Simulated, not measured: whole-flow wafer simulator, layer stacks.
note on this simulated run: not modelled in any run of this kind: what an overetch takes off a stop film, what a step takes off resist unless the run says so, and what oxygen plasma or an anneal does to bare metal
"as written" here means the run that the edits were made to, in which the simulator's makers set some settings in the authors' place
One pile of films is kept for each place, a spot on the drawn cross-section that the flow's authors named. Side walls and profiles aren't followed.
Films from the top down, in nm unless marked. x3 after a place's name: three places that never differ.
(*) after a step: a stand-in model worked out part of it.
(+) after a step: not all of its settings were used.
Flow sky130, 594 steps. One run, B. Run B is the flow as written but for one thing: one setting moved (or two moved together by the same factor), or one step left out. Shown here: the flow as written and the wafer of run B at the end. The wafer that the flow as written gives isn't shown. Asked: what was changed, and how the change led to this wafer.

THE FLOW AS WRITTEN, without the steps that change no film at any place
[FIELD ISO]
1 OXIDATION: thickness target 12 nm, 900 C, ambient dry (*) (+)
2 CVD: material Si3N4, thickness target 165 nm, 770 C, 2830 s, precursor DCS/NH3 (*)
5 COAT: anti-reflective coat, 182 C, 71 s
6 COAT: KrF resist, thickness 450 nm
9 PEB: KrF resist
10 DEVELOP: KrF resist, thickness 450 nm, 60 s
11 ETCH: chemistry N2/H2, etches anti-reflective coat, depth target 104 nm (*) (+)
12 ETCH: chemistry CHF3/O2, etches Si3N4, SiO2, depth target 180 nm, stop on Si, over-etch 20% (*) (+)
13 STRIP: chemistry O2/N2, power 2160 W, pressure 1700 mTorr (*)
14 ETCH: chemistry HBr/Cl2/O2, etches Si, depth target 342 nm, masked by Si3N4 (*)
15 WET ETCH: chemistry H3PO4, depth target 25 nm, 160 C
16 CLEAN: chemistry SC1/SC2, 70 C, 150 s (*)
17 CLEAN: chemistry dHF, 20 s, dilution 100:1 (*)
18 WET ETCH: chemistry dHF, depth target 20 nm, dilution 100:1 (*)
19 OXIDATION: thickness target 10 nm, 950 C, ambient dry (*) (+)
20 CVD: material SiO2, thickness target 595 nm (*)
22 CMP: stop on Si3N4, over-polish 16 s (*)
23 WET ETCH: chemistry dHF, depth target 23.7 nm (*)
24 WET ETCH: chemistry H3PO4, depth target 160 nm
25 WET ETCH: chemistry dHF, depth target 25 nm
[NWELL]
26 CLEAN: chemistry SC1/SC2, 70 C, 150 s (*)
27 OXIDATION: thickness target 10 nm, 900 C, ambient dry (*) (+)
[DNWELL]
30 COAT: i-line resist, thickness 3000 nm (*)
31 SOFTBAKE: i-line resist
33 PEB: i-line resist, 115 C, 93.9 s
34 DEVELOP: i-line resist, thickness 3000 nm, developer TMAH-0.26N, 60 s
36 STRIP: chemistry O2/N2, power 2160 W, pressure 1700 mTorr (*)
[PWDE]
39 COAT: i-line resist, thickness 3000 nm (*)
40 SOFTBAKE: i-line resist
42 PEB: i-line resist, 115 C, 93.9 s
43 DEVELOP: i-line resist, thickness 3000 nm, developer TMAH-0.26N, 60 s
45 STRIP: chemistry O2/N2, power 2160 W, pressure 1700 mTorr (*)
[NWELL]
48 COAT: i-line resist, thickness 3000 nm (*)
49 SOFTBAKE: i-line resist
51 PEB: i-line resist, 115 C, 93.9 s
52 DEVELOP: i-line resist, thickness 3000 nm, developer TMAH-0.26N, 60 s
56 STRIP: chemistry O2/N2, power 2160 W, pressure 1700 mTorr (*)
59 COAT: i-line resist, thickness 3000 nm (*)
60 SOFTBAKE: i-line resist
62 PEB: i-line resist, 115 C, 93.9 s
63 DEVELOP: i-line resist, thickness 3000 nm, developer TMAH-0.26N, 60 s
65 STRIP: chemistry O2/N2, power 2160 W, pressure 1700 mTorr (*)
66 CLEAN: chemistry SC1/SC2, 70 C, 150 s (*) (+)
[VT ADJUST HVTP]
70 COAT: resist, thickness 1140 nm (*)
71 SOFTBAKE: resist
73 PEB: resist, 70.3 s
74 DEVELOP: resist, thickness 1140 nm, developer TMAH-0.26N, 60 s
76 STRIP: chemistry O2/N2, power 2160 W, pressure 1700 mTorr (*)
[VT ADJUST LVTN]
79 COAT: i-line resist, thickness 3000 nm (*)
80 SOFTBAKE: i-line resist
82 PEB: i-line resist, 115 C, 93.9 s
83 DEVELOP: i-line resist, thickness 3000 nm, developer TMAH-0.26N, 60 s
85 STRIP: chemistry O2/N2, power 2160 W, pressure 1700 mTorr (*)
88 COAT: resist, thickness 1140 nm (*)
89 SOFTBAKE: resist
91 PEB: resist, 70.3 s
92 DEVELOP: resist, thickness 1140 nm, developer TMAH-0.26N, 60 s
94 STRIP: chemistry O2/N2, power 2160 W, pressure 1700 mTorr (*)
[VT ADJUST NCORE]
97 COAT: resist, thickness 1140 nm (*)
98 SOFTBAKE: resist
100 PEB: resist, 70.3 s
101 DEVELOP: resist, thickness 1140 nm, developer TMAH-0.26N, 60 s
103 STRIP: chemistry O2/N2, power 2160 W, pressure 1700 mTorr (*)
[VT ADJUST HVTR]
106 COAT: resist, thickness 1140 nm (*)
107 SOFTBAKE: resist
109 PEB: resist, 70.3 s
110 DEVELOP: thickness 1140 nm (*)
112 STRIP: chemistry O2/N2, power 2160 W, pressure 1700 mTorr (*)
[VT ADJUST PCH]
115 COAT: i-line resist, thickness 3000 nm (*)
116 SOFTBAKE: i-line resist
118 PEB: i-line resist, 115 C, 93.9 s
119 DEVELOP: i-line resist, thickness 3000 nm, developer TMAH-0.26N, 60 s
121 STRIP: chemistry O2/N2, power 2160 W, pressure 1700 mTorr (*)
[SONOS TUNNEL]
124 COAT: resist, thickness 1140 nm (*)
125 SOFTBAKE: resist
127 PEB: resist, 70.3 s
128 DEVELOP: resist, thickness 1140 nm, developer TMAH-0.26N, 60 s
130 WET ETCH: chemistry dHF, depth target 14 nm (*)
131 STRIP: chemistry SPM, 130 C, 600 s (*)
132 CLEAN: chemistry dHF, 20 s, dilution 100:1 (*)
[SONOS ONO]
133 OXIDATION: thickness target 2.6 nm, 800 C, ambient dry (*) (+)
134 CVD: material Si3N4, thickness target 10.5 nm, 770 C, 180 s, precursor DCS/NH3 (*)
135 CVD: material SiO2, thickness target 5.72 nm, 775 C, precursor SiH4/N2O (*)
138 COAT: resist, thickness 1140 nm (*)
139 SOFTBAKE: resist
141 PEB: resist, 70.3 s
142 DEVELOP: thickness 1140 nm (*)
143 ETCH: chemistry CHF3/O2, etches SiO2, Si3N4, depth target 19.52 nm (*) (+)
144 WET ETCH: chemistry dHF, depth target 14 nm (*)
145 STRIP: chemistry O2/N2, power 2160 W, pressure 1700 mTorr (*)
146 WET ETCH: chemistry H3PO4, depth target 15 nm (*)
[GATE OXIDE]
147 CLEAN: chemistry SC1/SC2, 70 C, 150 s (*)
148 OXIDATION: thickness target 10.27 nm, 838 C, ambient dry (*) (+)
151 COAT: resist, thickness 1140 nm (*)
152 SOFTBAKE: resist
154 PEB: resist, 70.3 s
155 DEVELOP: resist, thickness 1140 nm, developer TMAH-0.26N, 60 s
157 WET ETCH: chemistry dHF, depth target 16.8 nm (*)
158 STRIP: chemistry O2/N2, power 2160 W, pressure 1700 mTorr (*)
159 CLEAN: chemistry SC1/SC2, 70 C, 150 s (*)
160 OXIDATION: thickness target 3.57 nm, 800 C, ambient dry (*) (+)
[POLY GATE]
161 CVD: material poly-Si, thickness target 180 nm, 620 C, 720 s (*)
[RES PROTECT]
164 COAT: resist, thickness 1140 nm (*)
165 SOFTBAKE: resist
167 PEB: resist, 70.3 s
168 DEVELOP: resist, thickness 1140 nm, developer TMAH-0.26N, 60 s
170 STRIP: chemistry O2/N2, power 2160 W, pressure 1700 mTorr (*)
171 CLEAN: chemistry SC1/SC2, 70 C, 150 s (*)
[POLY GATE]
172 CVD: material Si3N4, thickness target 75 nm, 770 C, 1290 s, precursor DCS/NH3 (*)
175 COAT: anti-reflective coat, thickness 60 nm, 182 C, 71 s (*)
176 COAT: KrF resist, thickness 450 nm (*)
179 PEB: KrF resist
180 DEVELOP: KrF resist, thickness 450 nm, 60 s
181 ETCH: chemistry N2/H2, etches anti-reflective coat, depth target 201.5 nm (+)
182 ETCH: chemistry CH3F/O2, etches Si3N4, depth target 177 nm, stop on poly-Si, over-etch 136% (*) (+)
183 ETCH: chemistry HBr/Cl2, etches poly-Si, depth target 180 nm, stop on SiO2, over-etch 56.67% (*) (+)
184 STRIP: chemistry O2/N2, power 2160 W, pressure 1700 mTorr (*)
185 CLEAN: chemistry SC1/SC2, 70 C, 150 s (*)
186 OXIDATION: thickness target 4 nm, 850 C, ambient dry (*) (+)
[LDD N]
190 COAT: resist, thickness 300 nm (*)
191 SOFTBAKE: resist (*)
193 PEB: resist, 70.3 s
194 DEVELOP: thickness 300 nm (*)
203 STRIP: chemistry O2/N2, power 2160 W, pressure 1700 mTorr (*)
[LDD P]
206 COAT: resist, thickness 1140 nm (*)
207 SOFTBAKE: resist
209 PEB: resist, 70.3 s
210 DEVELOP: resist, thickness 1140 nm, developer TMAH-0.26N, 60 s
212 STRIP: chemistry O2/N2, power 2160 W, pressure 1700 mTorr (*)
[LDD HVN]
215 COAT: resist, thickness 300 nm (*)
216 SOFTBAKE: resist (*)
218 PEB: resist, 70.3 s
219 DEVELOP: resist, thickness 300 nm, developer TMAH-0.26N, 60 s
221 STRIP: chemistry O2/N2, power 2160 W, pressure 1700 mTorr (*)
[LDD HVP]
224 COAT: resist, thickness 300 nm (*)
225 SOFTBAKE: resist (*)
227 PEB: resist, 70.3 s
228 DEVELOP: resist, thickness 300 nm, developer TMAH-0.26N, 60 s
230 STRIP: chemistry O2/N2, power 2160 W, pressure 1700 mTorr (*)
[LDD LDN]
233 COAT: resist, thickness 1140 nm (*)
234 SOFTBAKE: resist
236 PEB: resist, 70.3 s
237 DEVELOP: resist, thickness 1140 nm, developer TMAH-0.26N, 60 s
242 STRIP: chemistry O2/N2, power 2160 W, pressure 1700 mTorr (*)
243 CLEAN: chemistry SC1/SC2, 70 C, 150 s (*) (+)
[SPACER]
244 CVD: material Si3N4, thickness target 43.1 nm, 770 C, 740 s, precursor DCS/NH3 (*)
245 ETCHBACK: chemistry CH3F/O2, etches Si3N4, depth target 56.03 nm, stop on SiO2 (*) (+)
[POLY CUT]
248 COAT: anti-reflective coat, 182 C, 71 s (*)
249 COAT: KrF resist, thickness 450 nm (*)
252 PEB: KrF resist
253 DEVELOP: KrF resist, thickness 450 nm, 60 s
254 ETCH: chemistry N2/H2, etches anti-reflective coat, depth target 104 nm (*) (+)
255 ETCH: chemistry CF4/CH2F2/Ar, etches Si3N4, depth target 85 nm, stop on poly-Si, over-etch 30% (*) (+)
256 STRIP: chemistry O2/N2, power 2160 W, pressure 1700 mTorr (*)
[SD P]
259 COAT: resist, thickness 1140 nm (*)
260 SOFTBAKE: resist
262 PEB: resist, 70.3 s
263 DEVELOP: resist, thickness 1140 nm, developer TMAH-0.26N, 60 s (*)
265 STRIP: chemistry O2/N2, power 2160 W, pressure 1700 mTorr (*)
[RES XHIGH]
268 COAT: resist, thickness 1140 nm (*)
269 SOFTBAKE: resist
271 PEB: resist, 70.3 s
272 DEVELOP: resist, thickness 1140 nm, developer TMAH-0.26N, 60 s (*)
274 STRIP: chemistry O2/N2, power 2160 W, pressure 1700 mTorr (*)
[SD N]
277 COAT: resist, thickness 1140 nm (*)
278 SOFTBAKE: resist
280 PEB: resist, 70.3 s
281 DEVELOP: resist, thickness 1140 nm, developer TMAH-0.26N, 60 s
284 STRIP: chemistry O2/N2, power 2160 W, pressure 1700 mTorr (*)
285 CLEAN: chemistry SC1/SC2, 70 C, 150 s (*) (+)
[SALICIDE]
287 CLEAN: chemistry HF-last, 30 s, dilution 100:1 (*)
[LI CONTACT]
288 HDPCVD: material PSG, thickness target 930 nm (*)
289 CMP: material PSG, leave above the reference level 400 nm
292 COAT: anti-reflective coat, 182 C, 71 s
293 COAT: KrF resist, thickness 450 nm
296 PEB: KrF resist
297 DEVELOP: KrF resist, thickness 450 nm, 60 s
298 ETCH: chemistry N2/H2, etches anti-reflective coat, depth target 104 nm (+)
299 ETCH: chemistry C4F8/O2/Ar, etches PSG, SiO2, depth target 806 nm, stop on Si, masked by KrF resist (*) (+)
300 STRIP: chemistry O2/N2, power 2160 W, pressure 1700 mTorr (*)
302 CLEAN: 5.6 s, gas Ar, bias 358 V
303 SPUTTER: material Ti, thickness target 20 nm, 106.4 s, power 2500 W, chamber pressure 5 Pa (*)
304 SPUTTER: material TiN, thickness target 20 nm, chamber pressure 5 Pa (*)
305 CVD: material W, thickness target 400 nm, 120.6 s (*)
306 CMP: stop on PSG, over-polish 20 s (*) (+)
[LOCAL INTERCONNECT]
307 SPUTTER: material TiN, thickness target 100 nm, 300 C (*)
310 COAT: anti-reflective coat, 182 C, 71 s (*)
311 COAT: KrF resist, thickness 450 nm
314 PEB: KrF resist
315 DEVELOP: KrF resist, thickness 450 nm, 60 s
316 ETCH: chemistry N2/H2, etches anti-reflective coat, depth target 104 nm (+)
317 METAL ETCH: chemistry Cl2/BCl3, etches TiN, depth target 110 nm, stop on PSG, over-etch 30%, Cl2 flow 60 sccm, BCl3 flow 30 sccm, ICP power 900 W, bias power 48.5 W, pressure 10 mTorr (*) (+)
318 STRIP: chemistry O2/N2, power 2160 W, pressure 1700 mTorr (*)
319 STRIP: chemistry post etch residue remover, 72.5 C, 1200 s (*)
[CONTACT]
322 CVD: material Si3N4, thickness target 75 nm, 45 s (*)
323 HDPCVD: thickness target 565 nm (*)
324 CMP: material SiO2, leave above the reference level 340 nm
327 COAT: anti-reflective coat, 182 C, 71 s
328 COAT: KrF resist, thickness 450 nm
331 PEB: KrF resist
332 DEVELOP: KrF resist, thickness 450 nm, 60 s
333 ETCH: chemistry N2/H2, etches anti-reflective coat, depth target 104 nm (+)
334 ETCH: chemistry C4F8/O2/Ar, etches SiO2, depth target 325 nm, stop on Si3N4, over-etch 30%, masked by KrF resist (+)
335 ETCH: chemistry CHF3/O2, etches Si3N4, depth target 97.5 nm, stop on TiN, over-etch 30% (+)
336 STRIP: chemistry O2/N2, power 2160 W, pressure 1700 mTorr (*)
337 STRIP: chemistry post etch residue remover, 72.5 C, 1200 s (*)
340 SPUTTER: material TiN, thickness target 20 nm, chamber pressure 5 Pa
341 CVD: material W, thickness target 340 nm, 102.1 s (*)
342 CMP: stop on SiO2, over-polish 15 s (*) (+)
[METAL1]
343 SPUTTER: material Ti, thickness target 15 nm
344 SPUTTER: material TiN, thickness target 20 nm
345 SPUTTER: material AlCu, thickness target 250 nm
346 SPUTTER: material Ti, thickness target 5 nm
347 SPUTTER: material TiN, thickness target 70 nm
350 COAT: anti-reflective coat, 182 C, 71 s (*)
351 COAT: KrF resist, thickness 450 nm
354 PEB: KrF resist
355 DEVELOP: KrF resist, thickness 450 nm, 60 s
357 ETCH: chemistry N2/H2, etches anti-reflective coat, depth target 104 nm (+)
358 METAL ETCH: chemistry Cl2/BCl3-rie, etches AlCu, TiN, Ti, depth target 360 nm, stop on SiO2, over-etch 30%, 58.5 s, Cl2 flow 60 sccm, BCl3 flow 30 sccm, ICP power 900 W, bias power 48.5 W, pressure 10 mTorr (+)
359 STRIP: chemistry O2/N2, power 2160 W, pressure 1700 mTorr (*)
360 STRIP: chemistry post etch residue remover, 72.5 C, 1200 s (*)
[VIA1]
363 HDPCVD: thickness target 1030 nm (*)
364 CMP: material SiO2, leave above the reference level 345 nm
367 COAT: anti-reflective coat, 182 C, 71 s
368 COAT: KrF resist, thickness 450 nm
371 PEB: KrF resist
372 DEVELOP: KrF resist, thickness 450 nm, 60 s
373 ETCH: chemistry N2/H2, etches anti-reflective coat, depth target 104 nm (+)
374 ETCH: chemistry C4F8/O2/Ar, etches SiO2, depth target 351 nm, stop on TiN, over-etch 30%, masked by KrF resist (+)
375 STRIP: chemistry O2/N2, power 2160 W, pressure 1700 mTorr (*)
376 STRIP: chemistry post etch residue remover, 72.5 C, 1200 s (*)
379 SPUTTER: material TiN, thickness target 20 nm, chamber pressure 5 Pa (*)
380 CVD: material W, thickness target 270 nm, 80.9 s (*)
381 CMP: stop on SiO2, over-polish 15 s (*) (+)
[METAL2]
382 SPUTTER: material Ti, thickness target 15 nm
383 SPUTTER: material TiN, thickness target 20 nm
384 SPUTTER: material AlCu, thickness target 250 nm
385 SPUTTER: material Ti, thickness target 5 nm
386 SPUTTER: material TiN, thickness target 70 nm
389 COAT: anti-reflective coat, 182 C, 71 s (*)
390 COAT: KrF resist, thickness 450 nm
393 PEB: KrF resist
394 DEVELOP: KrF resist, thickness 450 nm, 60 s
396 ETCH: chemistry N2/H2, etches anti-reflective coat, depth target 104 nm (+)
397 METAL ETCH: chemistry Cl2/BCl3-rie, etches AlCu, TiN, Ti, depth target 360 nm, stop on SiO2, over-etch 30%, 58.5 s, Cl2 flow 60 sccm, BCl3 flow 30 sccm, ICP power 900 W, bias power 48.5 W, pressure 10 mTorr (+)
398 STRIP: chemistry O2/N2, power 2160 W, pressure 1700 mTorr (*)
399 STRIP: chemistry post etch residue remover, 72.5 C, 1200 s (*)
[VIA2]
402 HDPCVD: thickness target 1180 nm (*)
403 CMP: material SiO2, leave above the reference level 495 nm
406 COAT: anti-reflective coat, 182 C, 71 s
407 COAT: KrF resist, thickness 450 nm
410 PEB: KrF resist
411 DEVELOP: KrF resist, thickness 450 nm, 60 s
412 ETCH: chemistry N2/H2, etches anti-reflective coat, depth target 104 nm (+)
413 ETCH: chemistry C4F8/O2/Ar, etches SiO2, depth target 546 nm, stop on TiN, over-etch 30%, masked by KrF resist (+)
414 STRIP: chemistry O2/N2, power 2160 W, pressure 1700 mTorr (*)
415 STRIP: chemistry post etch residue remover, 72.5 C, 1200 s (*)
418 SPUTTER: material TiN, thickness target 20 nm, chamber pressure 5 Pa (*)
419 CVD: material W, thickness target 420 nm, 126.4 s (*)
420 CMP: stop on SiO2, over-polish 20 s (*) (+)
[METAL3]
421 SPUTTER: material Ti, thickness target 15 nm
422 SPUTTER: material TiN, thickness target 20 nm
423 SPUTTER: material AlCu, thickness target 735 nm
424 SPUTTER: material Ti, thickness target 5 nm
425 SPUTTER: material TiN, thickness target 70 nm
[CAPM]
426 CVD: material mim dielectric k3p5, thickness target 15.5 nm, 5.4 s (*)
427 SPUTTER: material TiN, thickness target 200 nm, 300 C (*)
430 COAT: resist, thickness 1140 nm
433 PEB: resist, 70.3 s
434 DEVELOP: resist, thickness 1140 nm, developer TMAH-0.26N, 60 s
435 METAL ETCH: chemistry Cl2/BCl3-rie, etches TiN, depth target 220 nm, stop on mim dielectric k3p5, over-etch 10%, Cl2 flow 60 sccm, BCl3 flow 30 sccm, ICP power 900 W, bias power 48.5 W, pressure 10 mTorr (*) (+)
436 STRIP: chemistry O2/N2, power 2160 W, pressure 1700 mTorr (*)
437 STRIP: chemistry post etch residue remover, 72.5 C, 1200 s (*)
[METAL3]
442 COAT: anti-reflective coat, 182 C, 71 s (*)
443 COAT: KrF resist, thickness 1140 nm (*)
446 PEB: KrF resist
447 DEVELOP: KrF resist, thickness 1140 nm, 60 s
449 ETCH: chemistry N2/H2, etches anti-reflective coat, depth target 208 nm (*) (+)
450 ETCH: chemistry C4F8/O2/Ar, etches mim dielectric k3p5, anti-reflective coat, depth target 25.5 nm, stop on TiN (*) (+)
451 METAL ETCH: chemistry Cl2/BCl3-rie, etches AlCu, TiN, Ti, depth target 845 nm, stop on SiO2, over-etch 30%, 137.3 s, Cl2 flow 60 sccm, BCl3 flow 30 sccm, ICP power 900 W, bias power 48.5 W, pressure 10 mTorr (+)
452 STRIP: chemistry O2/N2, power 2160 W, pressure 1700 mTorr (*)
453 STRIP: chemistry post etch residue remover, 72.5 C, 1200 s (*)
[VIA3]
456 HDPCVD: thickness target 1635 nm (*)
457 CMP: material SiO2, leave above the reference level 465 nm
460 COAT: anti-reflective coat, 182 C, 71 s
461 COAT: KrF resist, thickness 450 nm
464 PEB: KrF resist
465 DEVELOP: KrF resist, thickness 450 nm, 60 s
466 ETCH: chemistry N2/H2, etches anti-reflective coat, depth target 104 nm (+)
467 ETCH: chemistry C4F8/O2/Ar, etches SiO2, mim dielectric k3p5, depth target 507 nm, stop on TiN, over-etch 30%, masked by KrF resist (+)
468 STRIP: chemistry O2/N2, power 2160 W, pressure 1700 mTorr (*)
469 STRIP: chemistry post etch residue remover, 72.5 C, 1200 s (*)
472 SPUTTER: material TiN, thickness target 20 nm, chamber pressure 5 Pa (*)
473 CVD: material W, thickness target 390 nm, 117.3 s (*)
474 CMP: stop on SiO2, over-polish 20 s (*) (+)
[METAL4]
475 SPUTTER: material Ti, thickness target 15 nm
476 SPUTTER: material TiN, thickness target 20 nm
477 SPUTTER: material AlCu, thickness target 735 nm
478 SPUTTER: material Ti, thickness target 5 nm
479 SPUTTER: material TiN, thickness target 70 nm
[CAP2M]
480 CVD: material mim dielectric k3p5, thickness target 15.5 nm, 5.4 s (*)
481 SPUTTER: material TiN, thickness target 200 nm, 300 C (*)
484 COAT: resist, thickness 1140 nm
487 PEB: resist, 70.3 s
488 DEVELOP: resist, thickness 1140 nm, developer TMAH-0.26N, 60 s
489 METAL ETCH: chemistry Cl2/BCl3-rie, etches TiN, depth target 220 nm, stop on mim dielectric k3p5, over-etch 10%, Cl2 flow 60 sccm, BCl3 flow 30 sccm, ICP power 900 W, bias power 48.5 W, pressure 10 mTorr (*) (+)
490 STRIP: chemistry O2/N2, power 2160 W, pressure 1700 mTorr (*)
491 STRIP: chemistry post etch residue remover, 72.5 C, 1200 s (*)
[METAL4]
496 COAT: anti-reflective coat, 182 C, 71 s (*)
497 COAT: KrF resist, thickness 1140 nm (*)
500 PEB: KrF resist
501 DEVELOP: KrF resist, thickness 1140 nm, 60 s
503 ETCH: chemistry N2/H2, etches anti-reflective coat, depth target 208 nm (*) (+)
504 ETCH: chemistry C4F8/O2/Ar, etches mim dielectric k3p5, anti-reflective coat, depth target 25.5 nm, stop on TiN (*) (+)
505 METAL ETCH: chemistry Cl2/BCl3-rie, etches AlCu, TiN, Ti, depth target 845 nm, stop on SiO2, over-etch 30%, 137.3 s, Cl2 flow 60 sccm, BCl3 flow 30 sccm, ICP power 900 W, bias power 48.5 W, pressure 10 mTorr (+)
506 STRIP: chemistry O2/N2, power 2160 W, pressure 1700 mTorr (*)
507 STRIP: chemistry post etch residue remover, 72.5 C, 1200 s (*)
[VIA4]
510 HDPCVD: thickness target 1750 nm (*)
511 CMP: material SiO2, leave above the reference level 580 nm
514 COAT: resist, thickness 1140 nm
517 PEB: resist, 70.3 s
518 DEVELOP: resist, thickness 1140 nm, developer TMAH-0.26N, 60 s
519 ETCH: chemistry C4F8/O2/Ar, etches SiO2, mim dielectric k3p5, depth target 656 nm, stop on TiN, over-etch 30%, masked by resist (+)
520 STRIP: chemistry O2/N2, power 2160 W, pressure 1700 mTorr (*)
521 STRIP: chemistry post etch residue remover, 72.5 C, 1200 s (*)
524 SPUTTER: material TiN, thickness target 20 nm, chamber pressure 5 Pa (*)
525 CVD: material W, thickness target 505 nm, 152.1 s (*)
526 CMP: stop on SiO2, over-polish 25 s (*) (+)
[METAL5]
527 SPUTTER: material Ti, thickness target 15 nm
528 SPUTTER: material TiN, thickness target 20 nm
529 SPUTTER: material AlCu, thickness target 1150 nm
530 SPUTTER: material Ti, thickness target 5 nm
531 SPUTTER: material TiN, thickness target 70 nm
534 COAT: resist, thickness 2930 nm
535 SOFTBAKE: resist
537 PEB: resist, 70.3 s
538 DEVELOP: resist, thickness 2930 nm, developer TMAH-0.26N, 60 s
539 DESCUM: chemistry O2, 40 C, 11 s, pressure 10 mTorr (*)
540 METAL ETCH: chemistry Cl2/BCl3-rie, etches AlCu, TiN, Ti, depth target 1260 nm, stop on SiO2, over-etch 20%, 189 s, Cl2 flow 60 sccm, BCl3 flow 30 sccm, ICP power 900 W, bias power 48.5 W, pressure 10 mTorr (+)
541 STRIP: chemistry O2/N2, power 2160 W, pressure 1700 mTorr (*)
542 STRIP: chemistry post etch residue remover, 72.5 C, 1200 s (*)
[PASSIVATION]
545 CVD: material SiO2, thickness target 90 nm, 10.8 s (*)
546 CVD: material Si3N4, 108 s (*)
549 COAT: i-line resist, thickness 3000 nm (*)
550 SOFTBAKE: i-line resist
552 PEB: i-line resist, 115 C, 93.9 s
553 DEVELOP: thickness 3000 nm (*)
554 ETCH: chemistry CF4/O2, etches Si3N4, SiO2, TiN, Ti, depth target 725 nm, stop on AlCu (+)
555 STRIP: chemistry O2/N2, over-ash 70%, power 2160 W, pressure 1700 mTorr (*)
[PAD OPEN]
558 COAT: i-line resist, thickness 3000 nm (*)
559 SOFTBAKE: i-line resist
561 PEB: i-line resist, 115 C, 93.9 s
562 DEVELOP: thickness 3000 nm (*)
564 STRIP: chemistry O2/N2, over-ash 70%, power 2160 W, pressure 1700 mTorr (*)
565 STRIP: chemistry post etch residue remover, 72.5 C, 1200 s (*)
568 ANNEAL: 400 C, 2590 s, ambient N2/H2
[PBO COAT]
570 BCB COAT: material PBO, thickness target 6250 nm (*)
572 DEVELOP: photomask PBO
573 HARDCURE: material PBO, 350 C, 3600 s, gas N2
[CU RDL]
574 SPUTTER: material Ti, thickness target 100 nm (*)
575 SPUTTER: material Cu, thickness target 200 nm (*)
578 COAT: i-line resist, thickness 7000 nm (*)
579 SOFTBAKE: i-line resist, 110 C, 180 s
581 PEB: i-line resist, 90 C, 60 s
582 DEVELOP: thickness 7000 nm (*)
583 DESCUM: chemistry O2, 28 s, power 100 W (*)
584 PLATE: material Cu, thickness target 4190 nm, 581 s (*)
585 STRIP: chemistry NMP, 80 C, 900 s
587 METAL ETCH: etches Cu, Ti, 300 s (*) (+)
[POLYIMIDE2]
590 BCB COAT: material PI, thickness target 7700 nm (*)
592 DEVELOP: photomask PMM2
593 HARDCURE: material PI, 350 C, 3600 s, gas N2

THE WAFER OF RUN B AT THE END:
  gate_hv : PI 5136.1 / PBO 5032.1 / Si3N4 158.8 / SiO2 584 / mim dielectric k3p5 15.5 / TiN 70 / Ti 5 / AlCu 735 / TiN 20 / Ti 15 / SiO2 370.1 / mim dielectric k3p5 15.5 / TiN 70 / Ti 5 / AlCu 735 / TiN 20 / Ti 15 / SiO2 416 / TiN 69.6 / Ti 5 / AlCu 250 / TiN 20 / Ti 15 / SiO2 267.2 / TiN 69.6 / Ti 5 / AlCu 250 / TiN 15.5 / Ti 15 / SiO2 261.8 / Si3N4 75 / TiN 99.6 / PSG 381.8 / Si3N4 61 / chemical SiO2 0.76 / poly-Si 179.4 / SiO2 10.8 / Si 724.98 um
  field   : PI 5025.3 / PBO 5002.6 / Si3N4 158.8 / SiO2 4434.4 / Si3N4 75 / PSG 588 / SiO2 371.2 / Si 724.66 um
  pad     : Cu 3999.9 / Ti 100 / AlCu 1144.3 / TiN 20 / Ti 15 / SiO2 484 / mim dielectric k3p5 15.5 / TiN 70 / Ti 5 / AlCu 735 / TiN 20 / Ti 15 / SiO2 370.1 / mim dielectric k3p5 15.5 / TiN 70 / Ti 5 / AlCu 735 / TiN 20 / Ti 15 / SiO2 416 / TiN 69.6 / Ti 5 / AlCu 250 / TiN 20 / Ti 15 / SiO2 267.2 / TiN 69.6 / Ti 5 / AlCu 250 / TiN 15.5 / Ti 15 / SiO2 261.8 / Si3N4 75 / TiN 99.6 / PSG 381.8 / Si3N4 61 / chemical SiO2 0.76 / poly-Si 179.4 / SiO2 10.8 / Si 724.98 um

The cause: step 344, SPUTTER: thickness target 15.5 nm was run, where the flow has thickness target 20 nm.
It can be read off the wafer: gate_hv has TiN 15.5, and step 344 as written asks for 20 nm.

How the change led to this, step by step:
  344 SPUTTER: material TiN, thickness target 20 nm
      field, active, n_well and 188 more: TiN +15.5 (new film) (as written it would be: TiN +20 (new film))
  358 METAL ETCH: chemistry Cl2/BCl3-rie, etches AlCu, TiN, Ti, depth target 360 nm, stop on SiO2, over-etch 30%, 58.5 s, Cl2 flow 60 sccm, BCl3 flow 30 sccm, ICP power 900 W, bias power 48.5 W, pressure 10 mTorr (+)
      field, active, gate and 81 more: TiN -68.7 (all of it), Ti -5 (all of it), AlCu -250 (all of it), TiN -15.5 (all of it), Ti -15 (all of it), SiO2 -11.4 (as written it would be: TiN -68.7 (all of it), Ti -5 (all of it), AlCu -250 (all of it), TiN -20 (all of it), Ti -15 (all of it), SiO2 -10.9)
